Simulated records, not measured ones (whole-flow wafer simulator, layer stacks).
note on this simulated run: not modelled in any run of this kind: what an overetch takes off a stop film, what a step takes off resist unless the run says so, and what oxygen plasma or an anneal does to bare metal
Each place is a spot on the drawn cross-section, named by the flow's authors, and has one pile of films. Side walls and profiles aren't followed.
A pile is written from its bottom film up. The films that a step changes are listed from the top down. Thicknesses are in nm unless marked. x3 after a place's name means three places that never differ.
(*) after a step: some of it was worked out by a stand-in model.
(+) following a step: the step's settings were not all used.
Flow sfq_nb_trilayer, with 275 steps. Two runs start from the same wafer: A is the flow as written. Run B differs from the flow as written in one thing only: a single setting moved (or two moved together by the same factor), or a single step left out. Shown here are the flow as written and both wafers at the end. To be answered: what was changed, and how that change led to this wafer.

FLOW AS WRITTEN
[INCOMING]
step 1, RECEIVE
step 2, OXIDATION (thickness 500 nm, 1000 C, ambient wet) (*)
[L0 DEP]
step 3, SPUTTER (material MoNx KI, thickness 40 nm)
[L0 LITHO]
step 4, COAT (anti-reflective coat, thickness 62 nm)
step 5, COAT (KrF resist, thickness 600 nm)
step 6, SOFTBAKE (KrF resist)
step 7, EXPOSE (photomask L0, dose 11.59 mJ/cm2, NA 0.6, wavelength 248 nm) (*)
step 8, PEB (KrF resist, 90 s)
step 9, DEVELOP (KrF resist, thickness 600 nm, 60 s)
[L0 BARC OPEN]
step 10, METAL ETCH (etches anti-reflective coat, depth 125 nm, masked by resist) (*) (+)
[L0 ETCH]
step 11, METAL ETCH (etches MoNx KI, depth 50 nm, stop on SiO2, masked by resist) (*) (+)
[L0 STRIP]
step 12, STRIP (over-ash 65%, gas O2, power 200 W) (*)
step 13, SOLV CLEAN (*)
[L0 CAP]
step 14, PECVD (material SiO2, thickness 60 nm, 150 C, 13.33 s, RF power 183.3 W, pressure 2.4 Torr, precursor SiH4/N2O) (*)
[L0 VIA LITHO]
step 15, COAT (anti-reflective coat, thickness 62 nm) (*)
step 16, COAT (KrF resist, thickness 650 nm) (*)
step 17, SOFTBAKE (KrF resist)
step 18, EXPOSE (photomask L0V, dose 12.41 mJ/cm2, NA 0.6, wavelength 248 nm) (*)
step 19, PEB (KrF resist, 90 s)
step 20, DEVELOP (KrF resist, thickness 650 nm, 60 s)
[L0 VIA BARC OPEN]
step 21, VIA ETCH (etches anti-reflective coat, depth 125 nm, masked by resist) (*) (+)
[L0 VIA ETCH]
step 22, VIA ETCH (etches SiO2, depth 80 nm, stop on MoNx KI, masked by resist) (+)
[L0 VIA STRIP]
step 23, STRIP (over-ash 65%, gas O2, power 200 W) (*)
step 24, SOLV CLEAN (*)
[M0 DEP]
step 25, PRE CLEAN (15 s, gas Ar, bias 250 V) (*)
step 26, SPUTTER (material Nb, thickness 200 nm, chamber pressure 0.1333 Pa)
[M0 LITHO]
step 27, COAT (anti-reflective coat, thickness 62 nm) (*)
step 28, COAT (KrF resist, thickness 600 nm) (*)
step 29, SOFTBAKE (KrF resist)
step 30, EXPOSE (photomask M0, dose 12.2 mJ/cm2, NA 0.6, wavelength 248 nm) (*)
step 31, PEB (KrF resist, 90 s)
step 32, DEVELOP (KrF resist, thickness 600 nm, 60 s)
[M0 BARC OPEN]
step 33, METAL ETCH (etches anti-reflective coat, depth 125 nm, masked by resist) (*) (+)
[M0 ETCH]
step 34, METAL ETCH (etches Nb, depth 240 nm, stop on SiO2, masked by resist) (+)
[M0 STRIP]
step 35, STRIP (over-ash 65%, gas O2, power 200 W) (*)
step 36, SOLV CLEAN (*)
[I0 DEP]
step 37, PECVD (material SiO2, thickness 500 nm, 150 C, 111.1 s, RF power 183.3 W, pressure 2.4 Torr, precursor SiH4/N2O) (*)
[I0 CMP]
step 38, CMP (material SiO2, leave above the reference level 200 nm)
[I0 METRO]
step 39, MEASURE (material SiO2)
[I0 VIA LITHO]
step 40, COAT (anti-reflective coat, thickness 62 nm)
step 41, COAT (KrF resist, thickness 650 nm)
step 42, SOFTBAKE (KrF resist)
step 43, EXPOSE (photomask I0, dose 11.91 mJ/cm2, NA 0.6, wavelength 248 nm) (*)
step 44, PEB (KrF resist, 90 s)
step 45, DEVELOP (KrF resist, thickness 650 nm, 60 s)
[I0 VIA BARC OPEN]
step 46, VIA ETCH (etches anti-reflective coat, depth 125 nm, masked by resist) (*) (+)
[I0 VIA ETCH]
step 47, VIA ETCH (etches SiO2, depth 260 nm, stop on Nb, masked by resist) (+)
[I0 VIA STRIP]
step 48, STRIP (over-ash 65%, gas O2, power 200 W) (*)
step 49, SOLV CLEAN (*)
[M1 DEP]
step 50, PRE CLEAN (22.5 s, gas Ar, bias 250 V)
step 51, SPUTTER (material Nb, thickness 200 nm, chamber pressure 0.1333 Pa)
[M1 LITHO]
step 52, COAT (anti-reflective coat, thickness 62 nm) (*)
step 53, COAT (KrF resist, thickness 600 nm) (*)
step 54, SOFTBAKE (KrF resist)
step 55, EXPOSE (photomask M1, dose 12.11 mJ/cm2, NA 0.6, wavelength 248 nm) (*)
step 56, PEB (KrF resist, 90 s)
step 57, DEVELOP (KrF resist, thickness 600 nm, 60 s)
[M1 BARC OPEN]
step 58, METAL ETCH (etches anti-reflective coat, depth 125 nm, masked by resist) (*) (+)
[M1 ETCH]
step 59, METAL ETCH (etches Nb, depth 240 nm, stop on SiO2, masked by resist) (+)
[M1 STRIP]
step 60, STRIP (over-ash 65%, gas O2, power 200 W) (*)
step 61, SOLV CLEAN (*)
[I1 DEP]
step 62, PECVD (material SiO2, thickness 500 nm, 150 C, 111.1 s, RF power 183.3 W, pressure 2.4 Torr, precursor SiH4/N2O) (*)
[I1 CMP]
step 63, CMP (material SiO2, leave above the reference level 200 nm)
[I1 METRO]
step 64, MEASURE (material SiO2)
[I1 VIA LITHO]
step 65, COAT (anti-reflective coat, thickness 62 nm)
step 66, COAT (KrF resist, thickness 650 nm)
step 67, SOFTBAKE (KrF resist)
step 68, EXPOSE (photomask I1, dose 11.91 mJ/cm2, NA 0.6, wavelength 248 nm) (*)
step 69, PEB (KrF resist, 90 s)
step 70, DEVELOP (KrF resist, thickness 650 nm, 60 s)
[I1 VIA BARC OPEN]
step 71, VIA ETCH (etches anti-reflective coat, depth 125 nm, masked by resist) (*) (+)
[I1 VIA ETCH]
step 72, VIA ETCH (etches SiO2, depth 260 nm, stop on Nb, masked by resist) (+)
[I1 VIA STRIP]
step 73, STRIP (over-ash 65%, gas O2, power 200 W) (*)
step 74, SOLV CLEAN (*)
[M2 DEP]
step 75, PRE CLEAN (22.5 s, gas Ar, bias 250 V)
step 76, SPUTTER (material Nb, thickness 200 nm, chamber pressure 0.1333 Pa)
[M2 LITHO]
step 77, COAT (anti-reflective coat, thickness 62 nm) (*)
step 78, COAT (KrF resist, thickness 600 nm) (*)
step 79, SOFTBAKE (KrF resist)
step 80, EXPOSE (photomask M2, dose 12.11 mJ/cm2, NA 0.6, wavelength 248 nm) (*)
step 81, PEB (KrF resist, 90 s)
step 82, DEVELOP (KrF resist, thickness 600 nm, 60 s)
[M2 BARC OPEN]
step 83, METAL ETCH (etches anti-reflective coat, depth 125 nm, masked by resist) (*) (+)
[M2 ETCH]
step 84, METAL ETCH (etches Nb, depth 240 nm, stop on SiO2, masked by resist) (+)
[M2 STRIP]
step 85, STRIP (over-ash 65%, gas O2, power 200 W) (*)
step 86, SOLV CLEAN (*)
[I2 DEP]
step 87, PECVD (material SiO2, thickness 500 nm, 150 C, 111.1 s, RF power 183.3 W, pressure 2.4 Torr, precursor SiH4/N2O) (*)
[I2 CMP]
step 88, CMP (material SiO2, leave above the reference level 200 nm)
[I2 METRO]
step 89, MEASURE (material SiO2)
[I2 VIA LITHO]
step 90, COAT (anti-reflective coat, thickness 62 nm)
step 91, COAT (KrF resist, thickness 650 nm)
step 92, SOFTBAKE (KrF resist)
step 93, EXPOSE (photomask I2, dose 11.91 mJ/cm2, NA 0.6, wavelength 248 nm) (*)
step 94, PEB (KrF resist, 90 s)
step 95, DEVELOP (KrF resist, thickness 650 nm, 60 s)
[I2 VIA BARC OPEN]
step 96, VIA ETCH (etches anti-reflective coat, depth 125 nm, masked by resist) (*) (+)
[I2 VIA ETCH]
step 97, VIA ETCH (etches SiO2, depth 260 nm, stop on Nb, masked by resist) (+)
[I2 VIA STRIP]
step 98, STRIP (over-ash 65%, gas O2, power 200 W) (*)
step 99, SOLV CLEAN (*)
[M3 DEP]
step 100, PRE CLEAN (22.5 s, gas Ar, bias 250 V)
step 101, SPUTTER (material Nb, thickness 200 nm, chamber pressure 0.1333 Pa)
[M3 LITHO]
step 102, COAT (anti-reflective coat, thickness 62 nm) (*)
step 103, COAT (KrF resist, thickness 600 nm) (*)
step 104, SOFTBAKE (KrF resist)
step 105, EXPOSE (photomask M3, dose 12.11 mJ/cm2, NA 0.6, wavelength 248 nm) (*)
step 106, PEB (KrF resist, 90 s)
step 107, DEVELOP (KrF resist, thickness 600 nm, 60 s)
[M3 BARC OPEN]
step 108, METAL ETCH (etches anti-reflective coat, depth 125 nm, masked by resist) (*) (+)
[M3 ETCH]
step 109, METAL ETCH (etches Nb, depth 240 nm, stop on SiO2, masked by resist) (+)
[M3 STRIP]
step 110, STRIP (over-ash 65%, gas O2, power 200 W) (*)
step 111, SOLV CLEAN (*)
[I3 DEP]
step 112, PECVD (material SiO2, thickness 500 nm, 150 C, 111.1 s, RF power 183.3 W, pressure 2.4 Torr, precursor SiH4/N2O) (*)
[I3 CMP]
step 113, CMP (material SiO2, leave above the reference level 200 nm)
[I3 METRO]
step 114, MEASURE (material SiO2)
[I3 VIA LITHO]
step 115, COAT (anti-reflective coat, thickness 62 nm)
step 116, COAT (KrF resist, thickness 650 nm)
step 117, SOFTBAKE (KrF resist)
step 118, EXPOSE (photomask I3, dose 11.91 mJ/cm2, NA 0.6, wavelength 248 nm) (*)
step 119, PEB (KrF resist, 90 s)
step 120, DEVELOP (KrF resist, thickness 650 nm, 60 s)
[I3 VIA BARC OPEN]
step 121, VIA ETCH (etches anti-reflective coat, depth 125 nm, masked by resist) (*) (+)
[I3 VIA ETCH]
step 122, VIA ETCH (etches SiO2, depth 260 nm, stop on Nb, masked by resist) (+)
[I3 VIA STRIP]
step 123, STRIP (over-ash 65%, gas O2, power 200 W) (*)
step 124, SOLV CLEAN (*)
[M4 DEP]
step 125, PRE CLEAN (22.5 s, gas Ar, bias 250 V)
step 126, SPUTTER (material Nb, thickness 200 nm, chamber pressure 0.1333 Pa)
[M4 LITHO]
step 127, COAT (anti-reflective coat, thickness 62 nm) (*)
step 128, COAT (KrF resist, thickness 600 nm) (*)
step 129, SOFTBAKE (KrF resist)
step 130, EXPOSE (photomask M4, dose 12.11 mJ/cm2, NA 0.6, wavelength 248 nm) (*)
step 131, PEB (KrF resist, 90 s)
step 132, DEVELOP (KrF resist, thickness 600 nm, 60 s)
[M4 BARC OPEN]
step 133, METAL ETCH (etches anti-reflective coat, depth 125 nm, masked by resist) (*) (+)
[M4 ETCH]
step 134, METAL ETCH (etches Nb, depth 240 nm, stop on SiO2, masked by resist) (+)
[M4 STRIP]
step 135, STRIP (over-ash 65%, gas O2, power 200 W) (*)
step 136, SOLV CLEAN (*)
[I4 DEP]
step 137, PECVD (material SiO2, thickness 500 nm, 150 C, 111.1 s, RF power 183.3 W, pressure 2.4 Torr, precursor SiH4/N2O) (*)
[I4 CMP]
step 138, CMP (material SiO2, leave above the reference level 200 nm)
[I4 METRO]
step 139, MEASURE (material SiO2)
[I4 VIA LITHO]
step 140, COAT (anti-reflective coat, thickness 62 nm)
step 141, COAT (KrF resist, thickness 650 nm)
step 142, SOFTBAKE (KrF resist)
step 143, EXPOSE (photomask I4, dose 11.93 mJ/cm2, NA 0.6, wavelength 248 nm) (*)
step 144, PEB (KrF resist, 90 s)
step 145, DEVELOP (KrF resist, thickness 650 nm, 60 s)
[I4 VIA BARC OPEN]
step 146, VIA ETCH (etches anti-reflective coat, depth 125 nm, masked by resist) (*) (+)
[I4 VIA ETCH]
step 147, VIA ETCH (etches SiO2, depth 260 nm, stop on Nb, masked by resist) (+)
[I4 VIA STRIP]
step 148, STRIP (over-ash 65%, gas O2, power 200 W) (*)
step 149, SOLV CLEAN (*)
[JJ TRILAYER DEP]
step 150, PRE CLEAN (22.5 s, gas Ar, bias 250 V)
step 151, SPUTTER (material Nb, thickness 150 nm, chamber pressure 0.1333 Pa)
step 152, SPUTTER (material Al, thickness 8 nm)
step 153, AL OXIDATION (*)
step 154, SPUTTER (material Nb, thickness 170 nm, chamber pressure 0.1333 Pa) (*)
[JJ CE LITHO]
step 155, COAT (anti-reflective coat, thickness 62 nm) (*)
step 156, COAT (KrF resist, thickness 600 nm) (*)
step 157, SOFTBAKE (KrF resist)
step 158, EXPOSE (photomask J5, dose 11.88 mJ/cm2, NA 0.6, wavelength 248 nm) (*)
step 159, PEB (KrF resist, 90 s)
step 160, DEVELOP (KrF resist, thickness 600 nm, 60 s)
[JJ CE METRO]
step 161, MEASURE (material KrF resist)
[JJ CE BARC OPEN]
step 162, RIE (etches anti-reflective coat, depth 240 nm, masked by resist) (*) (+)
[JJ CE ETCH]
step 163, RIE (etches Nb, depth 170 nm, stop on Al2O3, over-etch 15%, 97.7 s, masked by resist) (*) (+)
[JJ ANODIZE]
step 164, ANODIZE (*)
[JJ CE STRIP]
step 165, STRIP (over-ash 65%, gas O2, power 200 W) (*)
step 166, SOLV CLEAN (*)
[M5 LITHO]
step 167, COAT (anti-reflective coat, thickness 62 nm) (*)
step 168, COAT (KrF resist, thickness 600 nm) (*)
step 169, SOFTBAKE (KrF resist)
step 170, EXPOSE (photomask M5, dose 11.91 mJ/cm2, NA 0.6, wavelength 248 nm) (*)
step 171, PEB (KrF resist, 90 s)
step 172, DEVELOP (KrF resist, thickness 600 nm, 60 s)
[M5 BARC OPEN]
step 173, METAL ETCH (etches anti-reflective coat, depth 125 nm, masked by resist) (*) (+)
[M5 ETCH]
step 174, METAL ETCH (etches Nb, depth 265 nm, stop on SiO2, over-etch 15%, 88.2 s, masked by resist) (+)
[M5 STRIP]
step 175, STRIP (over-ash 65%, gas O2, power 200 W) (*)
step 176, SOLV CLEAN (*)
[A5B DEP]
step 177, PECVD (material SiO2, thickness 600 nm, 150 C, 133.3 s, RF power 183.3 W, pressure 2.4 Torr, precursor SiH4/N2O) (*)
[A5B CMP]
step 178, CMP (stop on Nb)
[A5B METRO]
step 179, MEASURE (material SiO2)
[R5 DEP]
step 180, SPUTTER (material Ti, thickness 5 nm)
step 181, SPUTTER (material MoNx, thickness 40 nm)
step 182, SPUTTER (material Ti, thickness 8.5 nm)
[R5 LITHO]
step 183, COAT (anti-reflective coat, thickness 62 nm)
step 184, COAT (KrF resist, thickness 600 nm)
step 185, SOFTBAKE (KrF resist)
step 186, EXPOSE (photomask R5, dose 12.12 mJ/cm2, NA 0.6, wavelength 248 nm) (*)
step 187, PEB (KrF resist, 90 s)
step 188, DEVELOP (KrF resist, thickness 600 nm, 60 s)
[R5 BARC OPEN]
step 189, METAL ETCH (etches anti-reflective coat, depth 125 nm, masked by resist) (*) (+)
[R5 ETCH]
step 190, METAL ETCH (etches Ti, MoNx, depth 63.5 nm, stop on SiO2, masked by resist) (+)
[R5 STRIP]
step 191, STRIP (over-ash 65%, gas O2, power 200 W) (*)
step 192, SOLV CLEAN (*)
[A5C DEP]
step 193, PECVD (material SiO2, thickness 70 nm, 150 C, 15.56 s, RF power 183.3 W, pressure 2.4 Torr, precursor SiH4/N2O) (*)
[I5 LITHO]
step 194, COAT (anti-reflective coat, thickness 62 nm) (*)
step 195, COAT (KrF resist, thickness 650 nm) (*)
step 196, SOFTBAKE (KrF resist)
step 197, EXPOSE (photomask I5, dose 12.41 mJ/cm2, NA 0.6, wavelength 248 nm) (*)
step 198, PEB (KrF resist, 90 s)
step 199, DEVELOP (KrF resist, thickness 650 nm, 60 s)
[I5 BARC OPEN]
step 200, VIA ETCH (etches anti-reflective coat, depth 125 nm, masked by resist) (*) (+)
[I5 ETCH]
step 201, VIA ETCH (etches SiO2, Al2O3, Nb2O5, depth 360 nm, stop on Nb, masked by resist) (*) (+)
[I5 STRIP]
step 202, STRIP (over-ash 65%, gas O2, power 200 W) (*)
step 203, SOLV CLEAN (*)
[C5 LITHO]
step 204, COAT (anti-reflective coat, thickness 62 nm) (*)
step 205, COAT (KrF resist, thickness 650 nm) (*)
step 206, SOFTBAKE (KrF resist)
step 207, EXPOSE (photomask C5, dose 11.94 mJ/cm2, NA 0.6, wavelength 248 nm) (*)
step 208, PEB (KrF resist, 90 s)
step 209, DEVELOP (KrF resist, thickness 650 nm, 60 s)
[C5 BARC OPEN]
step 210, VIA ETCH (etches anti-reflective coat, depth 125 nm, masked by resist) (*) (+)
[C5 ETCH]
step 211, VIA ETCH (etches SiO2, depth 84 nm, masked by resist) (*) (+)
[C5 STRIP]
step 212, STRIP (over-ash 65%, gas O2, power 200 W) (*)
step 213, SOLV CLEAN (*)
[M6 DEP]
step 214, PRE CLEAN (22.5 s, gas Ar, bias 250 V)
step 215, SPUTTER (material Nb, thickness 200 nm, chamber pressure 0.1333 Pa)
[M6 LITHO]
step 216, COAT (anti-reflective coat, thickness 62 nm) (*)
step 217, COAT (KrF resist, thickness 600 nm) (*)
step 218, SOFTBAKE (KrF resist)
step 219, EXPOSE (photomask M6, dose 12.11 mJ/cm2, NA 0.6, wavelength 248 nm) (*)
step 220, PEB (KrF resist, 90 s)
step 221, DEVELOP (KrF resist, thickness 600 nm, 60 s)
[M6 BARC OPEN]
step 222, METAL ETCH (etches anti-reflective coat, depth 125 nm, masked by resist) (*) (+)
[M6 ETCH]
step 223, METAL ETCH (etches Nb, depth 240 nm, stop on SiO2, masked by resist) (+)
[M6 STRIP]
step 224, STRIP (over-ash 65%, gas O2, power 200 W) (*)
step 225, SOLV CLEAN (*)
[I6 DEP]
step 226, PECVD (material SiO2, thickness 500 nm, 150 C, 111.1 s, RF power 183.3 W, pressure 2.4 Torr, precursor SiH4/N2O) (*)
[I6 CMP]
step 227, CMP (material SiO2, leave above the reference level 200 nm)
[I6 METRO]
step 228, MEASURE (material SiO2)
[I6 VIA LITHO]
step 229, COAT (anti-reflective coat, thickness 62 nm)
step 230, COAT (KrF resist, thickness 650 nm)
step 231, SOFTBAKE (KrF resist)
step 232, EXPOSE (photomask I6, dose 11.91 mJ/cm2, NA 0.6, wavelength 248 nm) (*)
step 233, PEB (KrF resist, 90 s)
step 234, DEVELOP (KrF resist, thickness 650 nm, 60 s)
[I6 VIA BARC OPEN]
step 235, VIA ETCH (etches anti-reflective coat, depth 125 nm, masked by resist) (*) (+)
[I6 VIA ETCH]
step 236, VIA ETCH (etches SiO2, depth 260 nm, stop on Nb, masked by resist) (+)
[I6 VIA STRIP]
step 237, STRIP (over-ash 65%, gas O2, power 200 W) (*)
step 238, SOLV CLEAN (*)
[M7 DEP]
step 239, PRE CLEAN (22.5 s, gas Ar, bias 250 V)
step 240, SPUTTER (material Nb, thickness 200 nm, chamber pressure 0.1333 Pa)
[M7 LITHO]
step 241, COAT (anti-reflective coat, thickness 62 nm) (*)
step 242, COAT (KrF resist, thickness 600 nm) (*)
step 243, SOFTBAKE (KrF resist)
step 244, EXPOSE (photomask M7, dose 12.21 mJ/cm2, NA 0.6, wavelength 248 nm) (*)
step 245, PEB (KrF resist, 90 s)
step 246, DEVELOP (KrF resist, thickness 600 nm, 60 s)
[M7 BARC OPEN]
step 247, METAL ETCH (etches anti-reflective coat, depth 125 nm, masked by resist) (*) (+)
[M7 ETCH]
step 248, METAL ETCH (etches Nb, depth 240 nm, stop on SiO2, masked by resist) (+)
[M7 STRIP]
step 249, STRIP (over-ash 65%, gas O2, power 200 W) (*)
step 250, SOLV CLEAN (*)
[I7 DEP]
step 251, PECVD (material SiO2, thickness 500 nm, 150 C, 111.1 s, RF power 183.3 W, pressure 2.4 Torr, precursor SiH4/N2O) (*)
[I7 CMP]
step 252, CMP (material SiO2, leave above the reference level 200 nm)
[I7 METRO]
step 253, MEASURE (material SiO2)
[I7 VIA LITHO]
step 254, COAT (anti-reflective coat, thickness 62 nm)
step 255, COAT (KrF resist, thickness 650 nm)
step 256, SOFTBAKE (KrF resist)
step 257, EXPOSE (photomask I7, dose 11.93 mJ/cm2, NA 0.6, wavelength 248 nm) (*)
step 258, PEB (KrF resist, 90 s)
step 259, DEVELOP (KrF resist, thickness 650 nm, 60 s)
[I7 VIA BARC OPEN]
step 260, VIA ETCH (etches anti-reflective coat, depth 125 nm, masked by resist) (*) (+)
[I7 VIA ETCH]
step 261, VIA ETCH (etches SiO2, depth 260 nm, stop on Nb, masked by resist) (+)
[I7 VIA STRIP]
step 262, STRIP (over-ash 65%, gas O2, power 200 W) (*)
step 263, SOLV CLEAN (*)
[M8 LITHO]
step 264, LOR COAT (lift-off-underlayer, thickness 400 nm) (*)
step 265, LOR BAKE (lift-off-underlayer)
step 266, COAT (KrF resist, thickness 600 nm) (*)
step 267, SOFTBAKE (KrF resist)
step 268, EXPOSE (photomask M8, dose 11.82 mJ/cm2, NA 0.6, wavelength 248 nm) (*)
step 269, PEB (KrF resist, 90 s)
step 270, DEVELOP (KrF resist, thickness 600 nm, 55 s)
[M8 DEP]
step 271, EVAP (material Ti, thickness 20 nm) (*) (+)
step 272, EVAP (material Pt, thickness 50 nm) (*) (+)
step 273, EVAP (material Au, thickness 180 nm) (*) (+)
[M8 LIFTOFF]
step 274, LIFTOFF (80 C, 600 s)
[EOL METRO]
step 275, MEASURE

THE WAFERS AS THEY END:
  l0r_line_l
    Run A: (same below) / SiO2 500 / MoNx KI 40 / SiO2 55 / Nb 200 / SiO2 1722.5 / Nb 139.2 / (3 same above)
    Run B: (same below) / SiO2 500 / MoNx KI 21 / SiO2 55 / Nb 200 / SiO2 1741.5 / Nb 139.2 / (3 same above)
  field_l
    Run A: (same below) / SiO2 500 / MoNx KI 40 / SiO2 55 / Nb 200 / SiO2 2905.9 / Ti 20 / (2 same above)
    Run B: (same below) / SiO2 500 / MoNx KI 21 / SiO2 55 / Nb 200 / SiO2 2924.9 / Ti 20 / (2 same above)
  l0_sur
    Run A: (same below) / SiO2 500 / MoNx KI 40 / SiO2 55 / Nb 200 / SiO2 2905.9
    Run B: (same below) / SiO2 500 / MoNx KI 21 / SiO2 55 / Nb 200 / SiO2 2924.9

Cause: step 3, SPUTTER: thickness 21 nm was run, though the flow has thickness 40 nm.
The wafer lets one read it off: l0r_line_l has MoNx KI 21, and step 3 as written asks for 40 nm.

How this came from the change, step by step:
  step 3, SPUTTER (material MoNx KI, thickness 40 nm)
      field_l, v_sur, via_wl and 103 more: A +40 MoNx KI (new film) | B +21 MoNx KI (new film)
  step 11, METAL ETCH (etches MoNx KI, depth 50 nm, stop on SiO2, masked by resist) (*) (+)
      v_sur, via_wl, via_w and 97 more: A -40 MoNx KI (all of it) | B -21 MoNx KI (all of it)
      field_l, l0_sur, l0v, l0r_line_l, l0r_line_c, l0r_line_r: A -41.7 KrF resist | B -26.2 KrF resist
  step 12, STRIP (over-ash 65%, gas O2, power 200 W) (*)
      field_l, l0_sur, l0v, l0r_line_l, l0r_line_c, l0r_line_r: A -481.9 KrF resist (all of it), -62 anti-reflective coat (all of it) | B -497.3 KrF resist (all of it), -62 anti-reflective coat (all of it)
  step 15, COAT (anti-reflective coat, thickness 62 nm) (*)
      field_l: A +56.7 anti-reflective coat (new film) | B +58.9 anti-reflective coat (new film)
      v_sur: A +72.2 anti-reflective coat (new film) | B +67.5 anti-reflective coat (new film)
      (as well as at 3 more places)
  step 23, STRIP (over-ash 65%, gas O2, power 200 W) (*)
      field_l: A -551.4 KrF resist (all of it), -56.7 anti-reflective coat (all of it) | B -555.5 KrF resist (all of it), -58.9 anti-reflective coat (all of it)
      v_sur: A -570.5 KrF resist (all of it), -72.2 anti-reflective coat (all of it) | B -565.1 KrF resist (all of it), -67.5 anti-reflective coat (all of it)
      (as well as at 3 more places)
  step 27, COAT (anti-reflective coat, thickness 62 nm) (*)
      l0r_line_l, l0r_line_c: A +59 anti-reflective coat (new film) | B +60.3 anti-reflective coat (new film)
      field_l: A +56.9 anti-reflective coat (new film) | B +59.1 anti-reflective coat (new film)
      (as well as at 5 more places)
  step 35, STRIP (over-ash 65%, gas O2, power 200 W) (*)
      l0r_line_l, l0r_line_c: A -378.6 KrF resist (all of it), -59 anti-reflective coat (all of it) | B -380.4 KrF resist (all of it), -60.3 anti-reflective coat (all of it)
      field_l: A -372.9 KrF resist (all of it), -56.9 anti-reflective coat (all of it) | B -377.4 KrF resist (all of it), -59.1 anti-reflective coat (all of it)
      (as well as at 5 more places)
  step 38, CMP (material SiO2, leave above the reference level 200 nm)
      field_l, l0_sur, l0r_line_l, l0r_line_c, l0r_line_r: A -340 SiO2 | B -321 SiO2
      l0v: A -277.8 SiO2 | B -258.8 SiO2
